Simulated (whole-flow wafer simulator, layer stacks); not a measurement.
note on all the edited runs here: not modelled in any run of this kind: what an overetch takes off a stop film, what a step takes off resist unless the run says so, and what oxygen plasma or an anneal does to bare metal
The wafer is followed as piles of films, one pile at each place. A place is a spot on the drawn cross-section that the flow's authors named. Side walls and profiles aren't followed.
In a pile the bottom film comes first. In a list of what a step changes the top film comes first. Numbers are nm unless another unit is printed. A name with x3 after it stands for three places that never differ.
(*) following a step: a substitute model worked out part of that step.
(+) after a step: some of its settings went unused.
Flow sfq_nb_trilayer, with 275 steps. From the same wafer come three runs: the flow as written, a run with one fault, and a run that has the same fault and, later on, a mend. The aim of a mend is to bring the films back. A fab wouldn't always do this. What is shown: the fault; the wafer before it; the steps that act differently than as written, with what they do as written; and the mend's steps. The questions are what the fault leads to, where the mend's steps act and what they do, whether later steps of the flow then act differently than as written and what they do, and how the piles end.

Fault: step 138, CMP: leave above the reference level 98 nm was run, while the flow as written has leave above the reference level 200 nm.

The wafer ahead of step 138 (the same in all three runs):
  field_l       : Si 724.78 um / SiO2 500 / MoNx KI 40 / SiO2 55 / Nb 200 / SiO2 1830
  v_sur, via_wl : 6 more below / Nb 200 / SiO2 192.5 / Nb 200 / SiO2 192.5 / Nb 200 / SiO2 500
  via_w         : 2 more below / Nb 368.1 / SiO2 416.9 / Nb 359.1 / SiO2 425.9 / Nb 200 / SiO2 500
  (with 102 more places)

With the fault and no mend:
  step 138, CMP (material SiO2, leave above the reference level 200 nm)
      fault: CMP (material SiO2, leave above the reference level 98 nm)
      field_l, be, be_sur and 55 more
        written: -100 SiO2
        fault: -202 SiO2
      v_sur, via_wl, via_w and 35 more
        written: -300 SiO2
        fault: -402 SiO2
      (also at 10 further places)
  Steps later in the flow that act otherwise than as written (4 other steps are not shown; they differ only slightly, by no more than 2% or 0.5 nm, whichever is larger):
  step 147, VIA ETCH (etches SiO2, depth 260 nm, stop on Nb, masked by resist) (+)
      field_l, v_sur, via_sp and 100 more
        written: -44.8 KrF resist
        fault: -25.3 KrF resist
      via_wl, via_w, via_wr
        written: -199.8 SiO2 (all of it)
        fault: -97.8 SiO2 (all of it)
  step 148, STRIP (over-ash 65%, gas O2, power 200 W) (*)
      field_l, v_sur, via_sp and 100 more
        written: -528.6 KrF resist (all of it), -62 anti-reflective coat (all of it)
        fault: -548.1 KrF resist (all of it), -62 anti-reflective coat (all of it)
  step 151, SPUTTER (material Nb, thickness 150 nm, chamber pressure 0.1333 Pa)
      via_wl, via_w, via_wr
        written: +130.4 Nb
        fault: +142.4 Nb
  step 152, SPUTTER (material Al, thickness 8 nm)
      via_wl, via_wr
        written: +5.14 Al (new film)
        fault: +6.36 Al (new film)
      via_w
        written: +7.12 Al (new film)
        fault: +7.88 Al (new film)
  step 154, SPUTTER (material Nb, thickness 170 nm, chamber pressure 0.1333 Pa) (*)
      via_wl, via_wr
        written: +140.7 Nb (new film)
        fault: +131 Nb (new film)
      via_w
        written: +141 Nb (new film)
        fault: +168.1 Nb (new film)
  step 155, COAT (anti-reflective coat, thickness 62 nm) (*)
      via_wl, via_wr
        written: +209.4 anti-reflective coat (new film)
        fault: +158.9 anti-reflective coat (new film)
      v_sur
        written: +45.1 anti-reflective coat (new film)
        fault: +50.4 anti-reflective coat (new film)
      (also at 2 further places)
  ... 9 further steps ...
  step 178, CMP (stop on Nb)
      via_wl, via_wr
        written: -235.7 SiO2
        fault: -349.4 SiO2
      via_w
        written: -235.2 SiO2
        fault: -349 SiO2
  The piles end different from the flow's at field_l, v_sur, via_wl and 103 more by more than 2% or 0.5 nm, whichever is larger.
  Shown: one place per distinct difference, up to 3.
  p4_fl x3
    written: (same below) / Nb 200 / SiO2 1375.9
    fault: (same below) / Nb 200 / SiO2 1273.9
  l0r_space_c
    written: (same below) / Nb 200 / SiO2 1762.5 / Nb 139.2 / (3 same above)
    fault: (same below) / Nb 200 / SiO2 1660.5 / Nb 139.2 / (3 same above)
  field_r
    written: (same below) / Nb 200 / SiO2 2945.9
    fault: (same below) / Nb 200 / SiO2 2843.9

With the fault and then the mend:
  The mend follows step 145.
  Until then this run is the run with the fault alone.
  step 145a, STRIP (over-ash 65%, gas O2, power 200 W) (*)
      field_l, v_sur, via_sp and 100 more
        -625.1 KrF resist (all of it), -62 anti-reflective coat (all of it)
      via_wl, via_w, via_wr
        -62 anti-reflective coat (all of it)
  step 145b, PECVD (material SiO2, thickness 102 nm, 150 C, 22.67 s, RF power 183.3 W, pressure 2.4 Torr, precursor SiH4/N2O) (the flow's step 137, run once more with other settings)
      field_l, v_sur, via_wl and 103 more
        +102 SiO2
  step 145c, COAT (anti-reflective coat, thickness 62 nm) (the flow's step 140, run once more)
      field_l, v_sur, via_wl and 103 more
        +62 anti-reflective coat (new film)
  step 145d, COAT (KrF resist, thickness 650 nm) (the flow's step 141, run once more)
      field_l, v_sur, via_wl and 103 more
        +650 KrF resist (new film)
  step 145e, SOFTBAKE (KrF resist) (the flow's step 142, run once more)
      alters no film at any place that is followed
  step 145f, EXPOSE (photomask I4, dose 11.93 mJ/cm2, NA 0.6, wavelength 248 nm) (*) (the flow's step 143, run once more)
      alters no film at any place that is followed
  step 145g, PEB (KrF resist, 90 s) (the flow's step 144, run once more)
      field_l, v_sur, via_wl and 103 more
        -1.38 KrF resist
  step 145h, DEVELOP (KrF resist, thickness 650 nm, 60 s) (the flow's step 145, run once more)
      field_l, v_sur, via_sp and 100 more
        -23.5 KrF resist
      via_wl, via_w, via_wr
        -648.6 KrF resist (all of it)
  None of the later steps of the flow differs from how it acts as written, at any place that is followed, by more than 2% or 0.5 nm, whichever is larger.
  The piles end the same as the flow's at every place that both follow.
